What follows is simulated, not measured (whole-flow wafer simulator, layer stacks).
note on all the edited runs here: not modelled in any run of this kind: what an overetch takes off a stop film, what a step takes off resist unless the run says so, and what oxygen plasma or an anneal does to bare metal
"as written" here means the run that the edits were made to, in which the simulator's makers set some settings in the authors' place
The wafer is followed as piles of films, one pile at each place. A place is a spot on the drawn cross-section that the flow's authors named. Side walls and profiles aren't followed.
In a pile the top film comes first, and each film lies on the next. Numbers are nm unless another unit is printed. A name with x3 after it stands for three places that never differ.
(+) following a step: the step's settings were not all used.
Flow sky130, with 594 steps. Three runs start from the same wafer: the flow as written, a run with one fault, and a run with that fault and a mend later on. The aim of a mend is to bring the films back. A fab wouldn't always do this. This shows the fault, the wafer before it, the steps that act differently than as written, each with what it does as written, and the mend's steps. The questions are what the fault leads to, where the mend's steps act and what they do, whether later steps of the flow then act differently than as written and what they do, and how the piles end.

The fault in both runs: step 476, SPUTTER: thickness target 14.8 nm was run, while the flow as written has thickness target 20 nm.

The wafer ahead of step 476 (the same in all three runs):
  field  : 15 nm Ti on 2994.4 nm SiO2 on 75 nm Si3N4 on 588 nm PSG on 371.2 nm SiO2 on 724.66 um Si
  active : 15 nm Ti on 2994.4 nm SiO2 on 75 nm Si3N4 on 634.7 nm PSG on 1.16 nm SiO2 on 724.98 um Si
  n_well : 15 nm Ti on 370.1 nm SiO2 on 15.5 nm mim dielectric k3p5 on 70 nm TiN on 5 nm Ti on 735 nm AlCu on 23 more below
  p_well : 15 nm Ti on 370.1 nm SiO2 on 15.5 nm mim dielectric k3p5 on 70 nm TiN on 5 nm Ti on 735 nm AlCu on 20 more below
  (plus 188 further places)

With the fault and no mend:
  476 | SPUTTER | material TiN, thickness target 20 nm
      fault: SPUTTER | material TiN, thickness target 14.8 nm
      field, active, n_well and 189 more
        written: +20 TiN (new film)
        fault: +14.8 TiN (new film)
  Steps later in the flow that act otherwise than as written (14 other steps are not shown; they differ only slightly, by no more than 2% or 0.5 nm, whichever is larger):
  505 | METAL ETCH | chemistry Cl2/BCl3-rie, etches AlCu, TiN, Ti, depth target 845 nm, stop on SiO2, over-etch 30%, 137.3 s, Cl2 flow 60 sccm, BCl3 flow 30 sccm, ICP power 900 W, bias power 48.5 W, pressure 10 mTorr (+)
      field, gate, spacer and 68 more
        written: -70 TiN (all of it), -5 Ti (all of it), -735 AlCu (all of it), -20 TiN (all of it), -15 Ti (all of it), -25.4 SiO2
        fault: -70 TiN (all of it), -5 Ti (all of it), -735 AlCu (all of it), -14.8 TiN (all of it), -15 Ti (all of it), -25.9 SiO2
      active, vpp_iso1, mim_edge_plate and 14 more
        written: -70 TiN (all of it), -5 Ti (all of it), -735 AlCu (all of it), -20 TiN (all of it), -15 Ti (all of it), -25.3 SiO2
        fault: -70 TiN (all of it), -5 Ti (all of it), -735 AlCu (all of it), -14.8 TiN (all of it), -15 Ti (all of it), -25.9 SiO2
  The piles end different from the flow's at n_well, p_well, gate_hv and 102 more by more than 2% or 0.5 nm, whichever is larger.
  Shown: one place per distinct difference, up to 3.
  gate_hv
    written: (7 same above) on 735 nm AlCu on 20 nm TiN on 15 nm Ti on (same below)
    fault: (7 same above) on 735 nm AlCu on 14.8 nm TiN on 15 nm Ti on (same below)
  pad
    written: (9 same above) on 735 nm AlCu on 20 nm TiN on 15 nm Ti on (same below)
    fault: (9 same above) on 735 nm AlCu on 14.8 nm TiN on 15 nm Ti on (same below)
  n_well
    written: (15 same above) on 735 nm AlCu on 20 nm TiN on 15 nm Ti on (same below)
    fault: (15 same above) on 735 nm AlCu on 14.8 nm TiN on 15 nm Ti on (same below)

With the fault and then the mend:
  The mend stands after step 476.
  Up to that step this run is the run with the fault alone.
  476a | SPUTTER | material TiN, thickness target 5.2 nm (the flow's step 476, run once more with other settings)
      field, active, n_well and 189 more
        +5.2 TiN
  Every later step of the flow that is run acts as written at every place that is followed.
  The piles end the same as the flow's at every place that both follow.
